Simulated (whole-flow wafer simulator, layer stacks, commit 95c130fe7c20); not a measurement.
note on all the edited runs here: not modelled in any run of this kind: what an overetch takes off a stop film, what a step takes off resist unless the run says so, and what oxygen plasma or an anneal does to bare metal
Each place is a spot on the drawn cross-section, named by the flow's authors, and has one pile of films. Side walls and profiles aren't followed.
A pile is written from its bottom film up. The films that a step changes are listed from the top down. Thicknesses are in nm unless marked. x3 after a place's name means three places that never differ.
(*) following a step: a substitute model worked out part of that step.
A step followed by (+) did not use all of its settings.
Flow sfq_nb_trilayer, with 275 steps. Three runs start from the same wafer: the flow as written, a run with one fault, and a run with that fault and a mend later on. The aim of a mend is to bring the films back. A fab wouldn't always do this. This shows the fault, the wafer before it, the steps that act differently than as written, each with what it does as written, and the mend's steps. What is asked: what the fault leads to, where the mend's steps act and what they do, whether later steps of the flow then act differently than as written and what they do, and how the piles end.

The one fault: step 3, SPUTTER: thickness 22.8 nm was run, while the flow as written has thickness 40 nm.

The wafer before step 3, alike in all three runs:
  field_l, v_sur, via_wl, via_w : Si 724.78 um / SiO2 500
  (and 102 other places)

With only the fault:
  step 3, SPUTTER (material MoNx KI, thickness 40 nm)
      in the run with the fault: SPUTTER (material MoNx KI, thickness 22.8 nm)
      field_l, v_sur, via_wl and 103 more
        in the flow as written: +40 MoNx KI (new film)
        in the run with the fault: +22.8 MoNx KI (new film)
  Later steps of the flow acting differently than as written (8 more steps, not shown, differ only slightly: by at most 2% or 0.5 nm, whichever is larger):
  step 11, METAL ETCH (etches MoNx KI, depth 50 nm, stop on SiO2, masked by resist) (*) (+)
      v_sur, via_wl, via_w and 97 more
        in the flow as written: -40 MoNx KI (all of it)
        in the run with the fault: -22.8 MoNx KI (all of it)
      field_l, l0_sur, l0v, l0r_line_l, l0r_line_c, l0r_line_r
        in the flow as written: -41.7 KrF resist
        in the run with the fault: -28.5 KrF resist
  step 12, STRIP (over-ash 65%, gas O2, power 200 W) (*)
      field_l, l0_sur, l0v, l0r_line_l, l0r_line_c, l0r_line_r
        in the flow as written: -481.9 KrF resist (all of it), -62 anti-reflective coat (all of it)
        in the run with the fault: -495.1 KrF resist (all of it), -62 anti-reflective coat (all of it)
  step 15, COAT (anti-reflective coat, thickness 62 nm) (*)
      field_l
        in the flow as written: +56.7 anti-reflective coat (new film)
        in the run with the fault: +58.7 anti-reflective coat (new film)
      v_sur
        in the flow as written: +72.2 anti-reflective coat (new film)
        in the run with the fault: +67.8 anti-reflective coat (new film)
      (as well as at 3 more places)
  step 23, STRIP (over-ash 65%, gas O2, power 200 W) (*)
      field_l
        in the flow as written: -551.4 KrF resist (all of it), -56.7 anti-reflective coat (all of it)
        in the run with the fault: -555.1 KrF resist (all of it), -58.7 anti-reflective coat (all of it)
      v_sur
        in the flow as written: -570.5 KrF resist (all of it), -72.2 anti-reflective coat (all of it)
        in the run with the fault: -565.7 KrF resist (all of it), -67.8 anti-reflective coat (all of it)
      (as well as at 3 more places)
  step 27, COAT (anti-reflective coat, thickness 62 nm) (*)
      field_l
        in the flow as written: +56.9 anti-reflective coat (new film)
        in the run with the fault: +58.9 anti-reflective coat (new film)
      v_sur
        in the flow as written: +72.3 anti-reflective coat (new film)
        in the run with the fault: +67.9 anti-reflective coat (new film)
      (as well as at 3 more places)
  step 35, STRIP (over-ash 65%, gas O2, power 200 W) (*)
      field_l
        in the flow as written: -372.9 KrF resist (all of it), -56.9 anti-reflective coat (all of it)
        in the run with the fault: -377 KrF resist (all of it), -58.9 anti-reflective coat (all of it)
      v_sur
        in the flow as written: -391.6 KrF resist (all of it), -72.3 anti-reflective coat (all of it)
        in the run with the fault: -387.5 KrF resist (all of it), -67.9 anti-reflective coat (all of it)
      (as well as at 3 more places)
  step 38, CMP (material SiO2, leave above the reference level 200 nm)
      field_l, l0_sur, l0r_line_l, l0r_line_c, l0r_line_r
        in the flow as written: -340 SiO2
        in the run with the fault: -322.8 SiO2
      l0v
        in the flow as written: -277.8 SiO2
        in the run with the fault: -260.6 SiO2
  At field_l, l0_sur, l0v, l0r_line_l, l0r_line_c, l0r_line_r, the piles at the end differ from the flow's by more than 2% or 0.5 nm, whichever is larger.
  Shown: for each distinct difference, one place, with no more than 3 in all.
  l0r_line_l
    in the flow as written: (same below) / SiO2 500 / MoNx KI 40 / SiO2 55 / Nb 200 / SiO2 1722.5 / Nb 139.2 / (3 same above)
    in the run with the fault: (same below) / SiO2 500 / MoNx KI 22.8 / SiO2 55 / Nb 200 / SiO2 1739.7 / Nb 139.2 / (3 same above)
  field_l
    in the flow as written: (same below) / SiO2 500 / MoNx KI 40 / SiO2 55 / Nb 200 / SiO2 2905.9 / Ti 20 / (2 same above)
    in the run with the fault: (same below) / SiO2 500 / MoNx KI 22.8 / SiO2 55 / Nb 200 / SiO2 2923.1 / Ti 20 / (2 same above)
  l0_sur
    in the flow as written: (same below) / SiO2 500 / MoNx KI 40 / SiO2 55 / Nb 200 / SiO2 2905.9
    in the run with the fault: (same below) / SiO2 500 / MoNx KI 22.8 / SiO2 55 / Nb 200 / SiO2 2923.1

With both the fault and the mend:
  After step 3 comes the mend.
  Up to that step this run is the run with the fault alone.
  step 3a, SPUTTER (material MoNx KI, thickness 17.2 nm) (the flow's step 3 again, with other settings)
      field_l, v_sur, via_wl and 103 more
        +17.2 MoNx KI
  Later steps of the flow that are run all act as written at every place that is followed.
  The piles end the same as the flow's at every place that both follow.
